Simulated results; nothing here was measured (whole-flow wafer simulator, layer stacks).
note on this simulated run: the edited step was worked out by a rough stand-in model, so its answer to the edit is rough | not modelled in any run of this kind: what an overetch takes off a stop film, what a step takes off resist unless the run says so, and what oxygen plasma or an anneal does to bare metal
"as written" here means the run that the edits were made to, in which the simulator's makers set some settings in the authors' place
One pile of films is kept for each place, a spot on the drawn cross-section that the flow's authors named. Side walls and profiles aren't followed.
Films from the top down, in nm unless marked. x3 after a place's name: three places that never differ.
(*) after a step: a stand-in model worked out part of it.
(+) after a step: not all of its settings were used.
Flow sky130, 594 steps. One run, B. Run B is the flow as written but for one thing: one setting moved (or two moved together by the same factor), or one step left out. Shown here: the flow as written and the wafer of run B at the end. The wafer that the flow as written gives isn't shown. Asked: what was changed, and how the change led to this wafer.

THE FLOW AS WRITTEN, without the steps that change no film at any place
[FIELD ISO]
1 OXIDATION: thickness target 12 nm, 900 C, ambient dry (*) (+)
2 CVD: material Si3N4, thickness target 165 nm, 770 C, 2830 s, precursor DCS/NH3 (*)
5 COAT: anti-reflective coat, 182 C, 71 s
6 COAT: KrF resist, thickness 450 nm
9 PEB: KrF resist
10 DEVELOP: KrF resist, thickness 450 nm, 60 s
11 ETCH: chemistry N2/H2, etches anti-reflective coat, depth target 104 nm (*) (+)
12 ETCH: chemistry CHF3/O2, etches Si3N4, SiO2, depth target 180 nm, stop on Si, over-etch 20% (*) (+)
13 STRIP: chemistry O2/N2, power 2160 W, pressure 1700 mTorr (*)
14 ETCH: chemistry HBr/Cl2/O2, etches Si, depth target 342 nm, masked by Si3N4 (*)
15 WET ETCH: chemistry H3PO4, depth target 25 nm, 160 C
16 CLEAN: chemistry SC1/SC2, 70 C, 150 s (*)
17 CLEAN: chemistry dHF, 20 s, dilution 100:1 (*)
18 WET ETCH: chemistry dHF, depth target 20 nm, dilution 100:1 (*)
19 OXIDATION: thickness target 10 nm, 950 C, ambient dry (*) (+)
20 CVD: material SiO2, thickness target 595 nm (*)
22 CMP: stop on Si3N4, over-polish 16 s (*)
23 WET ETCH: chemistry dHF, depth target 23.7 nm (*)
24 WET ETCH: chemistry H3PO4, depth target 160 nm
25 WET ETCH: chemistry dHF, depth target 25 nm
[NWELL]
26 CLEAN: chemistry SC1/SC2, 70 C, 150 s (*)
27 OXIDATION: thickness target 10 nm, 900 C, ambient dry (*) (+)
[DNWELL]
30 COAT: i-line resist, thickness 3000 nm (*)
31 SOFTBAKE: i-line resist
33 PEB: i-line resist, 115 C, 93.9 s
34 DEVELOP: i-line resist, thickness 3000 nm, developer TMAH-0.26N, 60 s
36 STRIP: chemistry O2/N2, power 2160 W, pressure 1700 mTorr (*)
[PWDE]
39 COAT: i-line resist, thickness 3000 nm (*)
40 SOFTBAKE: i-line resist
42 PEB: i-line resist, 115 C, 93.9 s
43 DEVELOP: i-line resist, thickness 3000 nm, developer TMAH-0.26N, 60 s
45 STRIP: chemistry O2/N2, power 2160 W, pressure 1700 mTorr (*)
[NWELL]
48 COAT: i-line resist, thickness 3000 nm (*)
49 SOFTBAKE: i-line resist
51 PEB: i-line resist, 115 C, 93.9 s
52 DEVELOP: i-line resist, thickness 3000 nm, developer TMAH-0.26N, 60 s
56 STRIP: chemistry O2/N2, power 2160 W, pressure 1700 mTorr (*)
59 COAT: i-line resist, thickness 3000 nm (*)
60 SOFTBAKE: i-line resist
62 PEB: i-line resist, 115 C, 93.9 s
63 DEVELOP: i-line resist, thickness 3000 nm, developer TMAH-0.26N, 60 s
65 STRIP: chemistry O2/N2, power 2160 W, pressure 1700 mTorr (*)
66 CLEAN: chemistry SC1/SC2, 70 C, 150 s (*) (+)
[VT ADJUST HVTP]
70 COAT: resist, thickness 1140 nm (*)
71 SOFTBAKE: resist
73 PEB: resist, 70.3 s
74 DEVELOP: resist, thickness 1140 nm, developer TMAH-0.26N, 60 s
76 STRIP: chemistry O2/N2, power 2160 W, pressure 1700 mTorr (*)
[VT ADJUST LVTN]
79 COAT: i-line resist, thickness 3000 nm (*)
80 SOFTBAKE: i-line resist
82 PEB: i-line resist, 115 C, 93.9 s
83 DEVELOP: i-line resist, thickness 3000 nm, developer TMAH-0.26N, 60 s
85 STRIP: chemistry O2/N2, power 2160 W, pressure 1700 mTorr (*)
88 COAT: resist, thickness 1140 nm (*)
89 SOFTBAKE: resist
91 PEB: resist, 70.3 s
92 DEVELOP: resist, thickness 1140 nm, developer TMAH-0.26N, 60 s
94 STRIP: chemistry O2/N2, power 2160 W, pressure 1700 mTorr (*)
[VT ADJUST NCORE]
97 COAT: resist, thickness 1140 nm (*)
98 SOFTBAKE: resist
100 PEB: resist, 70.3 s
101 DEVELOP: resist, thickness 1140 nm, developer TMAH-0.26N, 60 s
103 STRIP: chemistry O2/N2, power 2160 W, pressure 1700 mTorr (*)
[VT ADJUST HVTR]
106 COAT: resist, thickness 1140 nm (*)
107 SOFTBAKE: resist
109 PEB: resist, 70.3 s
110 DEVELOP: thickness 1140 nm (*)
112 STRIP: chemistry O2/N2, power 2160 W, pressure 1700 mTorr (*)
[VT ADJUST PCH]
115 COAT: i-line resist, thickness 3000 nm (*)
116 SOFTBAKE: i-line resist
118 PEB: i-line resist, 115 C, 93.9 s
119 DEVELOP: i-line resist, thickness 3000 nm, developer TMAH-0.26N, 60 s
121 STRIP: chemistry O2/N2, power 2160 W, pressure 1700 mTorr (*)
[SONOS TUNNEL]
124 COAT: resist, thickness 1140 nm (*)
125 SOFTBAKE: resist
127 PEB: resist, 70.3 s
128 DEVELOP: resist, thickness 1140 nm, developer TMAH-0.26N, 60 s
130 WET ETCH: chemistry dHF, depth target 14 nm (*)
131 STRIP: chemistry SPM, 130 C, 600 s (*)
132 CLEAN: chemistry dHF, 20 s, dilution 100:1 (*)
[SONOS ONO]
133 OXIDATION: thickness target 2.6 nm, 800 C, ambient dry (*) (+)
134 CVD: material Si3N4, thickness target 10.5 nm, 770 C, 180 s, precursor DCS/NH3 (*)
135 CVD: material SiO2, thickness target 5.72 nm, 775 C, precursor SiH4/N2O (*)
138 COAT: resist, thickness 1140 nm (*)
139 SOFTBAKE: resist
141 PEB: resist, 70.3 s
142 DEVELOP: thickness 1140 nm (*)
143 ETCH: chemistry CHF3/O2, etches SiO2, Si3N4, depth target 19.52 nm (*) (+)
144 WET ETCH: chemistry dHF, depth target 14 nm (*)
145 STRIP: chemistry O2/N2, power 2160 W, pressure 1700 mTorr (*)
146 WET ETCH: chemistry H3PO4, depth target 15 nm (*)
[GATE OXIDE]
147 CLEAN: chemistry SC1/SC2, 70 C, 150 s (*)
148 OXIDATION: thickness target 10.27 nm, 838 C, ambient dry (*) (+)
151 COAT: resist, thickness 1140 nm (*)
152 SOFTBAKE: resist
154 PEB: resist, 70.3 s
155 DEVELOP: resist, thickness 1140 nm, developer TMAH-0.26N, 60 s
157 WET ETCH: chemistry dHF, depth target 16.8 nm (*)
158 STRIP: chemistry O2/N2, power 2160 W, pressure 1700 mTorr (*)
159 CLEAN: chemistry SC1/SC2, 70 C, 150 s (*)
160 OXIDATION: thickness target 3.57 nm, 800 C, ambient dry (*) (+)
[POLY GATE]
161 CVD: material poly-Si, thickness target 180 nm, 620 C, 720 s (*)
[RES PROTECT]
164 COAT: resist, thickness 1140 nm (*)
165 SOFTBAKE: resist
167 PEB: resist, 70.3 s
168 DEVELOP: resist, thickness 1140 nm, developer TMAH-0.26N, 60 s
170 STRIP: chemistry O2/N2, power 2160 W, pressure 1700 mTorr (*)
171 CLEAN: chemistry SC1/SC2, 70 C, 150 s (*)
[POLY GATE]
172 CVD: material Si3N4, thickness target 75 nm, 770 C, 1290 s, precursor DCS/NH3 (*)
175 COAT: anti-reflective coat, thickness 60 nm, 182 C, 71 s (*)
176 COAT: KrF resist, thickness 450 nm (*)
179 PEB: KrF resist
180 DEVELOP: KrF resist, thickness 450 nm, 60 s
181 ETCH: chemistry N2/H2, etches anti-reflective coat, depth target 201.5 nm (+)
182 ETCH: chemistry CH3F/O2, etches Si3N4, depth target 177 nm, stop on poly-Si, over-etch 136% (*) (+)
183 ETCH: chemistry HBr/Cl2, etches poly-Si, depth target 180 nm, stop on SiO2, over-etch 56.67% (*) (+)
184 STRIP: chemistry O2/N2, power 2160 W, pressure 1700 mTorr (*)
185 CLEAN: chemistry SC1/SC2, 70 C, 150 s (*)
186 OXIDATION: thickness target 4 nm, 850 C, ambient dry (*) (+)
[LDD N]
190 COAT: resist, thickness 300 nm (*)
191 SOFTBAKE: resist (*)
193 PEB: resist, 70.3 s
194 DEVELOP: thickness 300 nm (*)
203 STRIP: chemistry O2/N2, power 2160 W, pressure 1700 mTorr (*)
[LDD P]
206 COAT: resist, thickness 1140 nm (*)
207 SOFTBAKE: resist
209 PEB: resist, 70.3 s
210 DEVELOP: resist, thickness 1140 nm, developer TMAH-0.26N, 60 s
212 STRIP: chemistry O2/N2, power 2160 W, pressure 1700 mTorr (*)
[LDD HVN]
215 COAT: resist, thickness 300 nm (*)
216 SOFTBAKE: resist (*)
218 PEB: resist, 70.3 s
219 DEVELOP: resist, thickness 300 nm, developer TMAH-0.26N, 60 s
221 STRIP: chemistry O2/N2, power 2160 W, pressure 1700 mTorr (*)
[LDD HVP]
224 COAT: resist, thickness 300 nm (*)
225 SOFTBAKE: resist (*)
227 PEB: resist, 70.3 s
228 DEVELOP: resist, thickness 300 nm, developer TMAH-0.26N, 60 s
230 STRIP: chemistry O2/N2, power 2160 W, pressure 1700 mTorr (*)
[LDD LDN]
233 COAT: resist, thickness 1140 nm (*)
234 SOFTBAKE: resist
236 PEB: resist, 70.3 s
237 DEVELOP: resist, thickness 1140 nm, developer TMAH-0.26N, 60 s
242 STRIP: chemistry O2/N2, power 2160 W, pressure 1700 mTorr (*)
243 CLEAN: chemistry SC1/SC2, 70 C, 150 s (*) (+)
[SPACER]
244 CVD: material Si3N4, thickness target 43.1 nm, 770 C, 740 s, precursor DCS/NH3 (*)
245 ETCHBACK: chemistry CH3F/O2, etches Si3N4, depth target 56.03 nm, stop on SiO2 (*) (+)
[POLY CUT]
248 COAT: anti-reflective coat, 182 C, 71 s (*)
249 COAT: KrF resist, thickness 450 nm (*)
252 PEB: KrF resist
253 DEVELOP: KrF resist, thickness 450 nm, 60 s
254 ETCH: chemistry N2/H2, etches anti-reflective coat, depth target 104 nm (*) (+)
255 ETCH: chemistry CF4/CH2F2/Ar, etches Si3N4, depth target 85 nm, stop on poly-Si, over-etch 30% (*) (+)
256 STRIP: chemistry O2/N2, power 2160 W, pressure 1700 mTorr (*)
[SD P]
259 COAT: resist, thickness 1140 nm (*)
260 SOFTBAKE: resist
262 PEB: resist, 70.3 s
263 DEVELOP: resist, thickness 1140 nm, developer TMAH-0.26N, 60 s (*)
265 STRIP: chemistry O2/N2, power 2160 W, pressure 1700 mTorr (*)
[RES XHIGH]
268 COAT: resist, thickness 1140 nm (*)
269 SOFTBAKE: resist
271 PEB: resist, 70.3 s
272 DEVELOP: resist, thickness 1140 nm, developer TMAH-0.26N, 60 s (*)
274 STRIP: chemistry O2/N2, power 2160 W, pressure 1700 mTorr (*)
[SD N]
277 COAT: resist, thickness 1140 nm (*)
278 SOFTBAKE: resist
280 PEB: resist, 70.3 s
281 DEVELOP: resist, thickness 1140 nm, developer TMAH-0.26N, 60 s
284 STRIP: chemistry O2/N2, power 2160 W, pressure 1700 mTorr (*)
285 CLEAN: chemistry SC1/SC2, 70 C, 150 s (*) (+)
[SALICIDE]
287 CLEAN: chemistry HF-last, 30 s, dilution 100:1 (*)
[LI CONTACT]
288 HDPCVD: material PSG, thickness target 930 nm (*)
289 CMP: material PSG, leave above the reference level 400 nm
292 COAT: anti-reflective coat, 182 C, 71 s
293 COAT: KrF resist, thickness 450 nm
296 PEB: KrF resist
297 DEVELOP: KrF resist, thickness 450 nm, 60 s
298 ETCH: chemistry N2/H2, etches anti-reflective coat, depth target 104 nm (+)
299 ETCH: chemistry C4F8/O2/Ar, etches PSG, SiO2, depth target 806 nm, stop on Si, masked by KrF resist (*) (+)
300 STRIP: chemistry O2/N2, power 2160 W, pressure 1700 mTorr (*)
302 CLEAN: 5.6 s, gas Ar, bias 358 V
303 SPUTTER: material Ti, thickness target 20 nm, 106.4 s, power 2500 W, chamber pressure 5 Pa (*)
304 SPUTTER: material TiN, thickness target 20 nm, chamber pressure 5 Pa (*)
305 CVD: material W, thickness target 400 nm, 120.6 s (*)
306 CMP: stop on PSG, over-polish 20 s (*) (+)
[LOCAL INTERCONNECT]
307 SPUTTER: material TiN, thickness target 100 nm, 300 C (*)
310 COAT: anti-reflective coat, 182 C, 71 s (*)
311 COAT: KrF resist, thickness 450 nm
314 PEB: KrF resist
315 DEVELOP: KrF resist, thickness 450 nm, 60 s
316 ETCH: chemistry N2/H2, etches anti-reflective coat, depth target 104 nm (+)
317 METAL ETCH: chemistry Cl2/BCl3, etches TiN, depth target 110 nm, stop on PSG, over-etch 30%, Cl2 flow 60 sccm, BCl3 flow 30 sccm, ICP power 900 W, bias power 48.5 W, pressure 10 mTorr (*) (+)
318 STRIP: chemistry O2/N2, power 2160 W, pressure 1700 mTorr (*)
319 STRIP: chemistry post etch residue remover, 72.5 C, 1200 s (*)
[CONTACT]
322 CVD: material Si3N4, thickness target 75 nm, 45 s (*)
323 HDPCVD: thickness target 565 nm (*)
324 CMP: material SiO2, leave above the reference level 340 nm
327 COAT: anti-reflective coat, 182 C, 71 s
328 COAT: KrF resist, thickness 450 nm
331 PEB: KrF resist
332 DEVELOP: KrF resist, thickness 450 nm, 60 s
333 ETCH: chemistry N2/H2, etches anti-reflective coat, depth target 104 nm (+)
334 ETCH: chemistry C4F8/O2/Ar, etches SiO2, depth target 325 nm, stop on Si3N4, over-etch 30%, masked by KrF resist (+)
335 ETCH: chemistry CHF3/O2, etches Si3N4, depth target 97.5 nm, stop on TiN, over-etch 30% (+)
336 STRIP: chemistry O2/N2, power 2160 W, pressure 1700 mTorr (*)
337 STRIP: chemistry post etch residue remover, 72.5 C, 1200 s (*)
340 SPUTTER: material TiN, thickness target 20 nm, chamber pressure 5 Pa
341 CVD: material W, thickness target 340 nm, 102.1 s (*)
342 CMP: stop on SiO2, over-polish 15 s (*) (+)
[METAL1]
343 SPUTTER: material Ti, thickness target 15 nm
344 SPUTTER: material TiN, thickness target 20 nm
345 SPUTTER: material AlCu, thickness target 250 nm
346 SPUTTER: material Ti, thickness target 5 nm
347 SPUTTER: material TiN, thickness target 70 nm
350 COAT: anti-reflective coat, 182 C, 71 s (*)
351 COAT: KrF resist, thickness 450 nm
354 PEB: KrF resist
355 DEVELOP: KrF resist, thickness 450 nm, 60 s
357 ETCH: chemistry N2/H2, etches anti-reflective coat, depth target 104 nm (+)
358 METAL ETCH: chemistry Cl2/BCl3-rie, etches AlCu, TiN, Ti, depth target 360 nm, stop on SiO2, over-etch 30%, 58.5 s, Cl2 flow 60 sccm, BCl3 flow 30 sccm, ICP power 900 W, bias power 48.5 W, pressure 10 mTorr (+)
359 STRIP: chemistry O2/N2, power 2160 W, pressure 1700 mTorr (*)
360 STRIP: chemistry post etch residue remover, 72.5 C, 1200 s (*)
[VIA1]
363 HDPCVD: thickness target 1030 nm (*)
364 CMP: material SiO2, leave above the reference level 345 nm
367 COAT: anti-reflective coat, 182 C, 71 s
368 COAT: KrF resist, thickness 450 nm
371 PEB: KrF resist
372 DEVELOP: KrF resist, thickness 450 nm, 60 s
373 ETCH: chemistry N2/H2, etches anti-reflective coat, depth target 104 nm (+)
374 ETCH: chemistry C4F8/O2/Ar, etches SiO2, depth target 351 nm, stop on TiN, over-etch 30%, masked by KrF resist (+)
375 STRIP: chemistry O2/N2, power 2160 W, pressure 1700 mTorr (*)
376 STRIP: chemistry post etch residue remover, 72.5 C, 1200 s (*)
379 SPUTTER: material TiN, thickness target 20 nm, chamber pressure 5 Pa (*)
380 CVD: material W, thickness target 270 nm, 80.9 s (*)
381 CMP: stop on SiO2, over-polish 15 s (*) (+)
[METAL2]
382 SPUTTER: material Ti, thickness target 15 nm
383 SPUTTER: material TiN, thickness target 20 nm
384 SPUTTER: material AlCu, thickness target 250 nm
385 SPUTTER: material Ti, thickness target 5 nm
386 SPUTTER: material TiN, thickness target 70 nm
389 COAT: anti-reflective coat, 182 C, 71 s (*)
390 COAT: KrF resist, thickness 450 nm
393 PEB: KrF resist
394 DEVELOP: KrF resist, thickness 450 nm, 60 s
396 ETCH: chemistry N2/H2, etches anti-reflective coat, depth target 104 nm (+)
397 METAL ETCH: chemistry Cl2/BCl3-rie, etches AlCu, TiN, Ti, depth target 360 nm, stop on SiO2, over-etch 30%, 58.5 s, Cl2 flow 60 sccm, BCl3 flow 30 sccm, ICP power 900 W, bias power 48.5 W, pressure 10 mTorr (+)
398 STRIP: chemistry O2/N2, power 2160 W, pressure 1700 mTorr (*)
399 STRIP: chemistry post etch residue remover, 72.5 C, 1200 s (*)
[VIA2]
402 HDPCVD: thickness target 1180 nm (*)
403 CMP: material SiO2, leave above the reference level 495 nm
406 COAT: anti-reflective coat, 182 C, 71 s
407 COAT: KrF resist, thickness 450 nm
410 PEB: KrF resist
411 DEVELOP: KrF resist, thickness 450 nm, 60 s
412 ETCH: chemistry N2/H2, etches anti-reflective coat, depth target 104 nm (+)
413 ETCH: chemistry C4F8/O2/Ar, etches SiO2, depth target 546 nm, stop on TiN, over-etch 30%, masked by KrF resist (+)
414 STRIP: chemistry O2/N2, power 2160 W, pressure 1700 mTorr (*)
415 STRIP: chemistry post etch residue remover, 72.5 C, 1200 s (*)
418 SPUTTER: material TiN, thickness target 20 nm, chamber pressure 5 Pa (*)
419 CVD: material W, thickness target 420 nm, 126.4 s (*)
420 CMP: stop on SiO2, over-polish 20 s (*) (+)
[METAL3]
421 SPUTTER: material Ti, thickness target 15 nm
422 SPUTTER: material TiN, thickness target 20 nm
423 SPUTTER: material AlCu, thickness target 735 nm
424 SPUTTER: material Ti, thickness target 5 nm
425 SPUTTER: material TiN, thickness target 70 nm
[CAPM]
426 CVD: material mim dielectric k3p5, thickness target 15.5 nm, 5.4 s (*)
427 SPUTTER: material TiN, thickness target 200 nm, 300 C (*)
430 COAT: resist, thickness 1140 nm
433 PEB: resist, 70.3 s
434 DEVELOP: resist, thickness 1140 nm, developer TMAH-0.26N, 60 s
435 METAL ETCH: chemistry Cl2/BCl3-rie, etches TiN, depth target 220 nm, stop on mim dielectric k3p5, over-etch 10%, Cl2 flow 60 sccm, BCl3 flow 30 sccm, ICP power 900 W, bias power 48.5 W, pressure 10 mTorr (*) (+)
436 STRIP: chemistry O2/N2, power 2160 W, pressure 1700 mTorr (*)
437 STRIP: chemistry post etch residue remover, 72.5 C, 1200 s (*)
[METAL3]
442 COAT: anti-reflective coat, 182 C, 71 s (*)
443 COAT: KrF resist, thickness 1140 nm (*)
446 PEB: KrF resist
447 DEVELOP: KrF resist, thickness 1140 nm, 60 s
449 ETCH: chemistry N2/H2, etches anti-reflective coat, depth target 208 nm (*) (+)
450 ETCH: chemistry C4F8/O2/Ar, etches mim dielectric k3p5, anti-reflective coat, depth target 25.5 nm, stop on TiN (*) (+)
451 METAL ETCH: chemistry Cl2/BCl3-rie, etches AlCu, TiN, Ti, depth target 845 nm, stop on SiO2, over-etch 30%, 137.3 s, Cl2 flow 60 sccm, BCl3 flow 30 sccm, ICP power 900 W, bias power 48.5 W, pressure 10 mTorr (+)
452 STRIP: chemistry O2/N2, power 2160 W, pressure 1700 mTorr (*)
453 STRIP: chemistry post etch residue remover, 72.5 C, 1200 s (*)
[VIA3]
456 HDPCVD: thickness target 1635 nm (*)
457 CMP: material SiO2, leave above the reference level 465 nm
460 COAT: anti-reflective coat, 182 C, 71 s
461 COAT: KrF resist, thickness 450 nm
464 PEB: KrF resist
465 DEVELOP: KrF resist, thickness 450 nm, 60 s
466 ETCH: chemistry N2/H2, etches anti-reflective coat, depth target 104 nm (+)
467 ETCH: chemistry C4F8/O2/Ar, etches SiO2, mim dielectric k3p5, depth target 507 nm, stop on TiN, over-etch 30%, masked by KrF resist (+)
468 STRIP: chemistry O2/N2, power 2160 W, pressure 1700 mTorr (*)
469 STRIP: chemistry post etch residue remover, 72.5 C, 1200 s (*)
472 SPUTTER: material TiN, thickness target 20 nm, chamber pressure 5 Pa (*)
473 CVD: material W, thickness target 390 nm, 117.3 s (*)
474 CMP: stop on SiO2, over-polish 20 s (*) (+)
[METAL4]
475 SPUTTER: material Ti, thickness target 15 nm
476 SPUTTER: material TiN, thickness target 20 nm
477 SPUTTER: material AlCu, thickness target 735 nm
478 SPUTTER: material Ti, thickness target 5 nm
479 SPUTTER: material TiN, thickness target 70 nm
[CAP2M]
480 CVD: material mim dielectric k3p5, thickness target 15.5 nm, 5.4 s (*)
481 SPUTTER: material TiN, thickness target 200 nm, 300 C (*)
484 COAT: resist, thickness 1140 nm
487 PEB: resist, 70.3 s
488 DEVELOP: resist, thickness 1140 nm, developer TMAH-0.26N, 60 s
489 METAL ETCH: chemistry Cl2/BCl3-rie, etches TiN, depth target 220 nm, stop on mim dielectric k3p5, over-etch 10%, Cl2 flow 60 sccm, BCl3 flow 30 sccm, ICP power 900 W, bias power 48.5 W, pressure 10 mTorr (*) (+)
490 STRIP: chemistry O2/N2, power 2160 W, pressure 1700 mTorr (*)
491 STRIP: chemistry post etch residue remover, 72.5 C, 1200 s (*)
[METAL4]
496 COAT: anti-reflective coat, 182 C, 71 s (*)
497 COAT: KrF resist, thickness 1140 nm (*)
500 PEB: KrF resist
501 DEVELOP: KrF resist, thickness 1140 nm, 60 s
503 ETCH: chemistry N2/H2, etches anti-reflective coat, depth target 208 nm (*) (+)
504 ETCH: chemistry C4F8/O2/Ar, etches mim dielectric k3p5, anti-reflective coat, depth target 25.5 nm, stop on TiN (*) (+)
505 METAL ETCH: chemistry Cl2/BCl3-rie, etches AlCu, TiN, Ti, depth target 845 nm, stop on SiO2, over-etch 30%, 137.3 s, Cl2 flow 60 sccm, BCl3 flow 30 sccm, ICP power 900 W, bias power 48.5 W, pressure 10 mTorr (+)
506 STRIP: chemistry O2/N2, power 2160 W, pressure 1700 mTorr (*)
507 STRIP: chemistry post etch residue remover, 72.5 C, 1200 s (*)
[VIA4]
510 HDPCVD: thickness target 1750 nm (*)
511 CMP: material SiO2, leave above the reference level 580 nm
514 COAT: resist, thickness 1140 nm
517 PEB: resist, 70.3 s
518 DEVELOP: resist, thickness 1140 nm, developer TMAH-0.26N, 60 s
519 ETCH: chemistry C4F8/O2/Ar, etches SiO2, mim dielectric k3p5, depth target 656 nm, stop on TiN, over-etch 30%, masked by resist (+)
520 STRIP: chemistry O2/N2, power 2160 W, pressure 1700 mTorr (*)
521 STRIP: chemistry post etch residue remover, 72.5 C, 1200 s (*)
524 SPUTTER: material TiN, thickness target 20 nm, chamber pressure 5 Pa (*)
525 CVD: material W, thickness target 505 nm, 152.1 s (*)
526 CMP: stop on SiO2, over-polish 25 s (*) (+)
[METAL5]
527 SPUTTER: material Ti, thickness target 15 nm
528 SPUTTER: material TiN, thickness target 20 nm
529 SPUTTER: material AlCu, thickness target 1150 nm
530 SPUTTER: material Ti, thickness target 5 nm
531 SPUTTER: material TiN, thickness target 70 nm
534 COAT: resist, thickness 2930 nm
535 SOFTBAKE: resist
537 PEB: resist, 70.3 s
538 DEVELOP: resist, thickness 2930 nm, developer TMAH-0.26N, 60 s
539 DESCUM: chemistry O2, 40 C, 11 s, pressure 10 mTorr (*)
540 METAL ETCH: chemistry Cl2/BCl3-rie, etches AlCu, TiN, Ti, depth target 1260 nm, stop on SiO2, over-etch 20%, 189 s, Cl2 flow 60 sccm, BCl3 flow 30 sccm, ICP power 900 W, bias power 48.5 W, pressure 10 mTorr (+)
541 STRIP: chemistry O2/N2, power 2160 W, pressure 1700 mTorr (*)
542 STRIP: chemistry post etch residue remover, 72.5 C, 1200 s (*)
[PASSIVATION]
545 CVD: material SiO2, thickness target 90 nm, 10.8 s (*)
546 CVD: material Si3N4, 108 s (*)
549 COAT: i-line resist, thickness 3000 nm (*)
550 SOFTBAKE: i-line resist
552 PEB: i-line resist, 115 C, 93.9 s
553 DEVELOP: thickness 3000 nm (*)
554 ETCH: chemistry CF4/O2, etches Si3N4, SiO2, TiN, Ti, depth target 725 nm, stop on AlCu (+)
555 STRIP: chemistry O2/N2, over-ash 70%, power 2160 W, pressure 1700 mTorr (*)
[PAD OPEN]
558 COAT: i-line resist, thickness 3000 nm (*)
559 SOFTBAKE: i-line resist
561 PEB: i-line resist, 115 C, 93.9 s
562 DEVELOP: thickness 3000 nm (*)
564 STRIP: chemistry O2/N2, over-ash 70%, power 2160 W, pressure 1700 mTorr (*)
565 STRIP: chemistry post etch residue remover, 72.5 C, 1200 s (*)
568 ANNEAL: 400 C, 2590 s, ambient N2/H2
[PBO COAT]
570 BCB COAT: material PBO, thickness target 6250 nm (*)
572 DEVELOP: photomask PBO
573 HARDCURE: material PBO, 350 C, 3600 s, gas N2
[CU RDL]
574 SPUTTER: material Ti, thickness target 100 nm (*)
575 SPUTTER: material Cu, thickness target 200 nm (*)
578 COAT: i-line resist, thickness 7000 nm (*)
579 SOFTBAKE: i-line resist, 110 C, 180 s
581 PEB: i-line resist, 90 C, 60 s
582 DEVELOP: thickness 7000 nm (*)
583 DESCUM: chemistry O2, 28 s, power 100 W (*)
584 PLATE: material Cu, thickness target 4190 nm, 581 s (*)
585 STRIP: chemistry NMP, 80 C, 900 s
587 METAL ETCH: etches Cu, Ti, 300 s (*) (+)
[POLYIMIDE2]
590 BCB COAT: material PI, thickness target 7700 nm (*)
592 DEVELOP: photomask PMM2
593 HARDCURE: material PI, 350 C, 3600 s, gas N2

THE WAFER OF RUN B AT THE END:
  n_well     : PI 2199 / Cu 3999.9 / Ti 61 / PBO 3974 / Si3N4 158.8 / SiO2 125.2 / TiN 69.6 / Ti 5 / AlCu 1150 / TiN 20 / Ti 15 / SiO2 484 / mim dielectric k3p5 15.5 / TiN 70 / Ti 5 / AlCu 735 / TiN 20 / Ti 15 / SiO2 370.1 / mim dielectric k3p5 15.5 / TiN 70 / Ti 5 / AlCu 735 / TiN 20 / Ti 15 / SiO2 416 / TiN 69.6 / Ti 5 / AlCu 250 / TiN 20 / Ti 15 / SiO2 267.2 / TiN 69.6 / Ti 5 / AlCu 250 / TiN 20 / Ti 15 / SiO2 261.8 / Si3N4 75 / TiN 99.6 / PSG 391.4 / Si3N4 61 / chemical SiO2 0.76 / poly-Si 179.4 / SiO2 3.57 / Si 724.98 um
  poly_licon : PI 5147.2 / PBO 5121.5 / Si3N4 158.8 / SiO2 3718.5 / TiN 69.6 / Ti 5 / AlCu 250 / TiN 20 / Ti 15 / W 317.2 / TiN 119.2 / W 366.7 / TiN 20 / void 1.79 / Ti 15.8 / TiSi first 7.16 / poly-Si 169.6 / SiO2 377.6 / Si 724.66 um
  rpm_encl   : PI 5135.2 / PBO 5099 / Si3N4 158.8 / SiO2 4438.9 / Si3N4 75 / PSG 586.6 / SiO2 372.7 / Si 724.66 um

The cause: step 574, SPUTTER: thickness target 61 nm was run, where the flow has thickness target 100 nm.
It can be read off the wafer: n_well has Ti 61, and step 574 as written asks for 100 nm.

How the change led to this, step by step:
  574 SPUTTER: material Ti, thickness target 100 nm (*)
      field, active, n_well and 190 more: Ti +61 (new film) (as written it would be: Ti +100 (new film))
  587 METAL ETCH: etches Cu, Ti, 300 s (*) (+)
      field, active, gate and 167 more: Cu -200 (all of it), Ti -61 (all of it) (as written it would be: Cu -200 (all of it), Ti -100 (all of it))
  590 BCB COAT: material PI, thickness target 7700 nm (*)
      de16_gate_nw: PI +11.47 um (new film) (as written it would be: PI +11.5 um (new film))
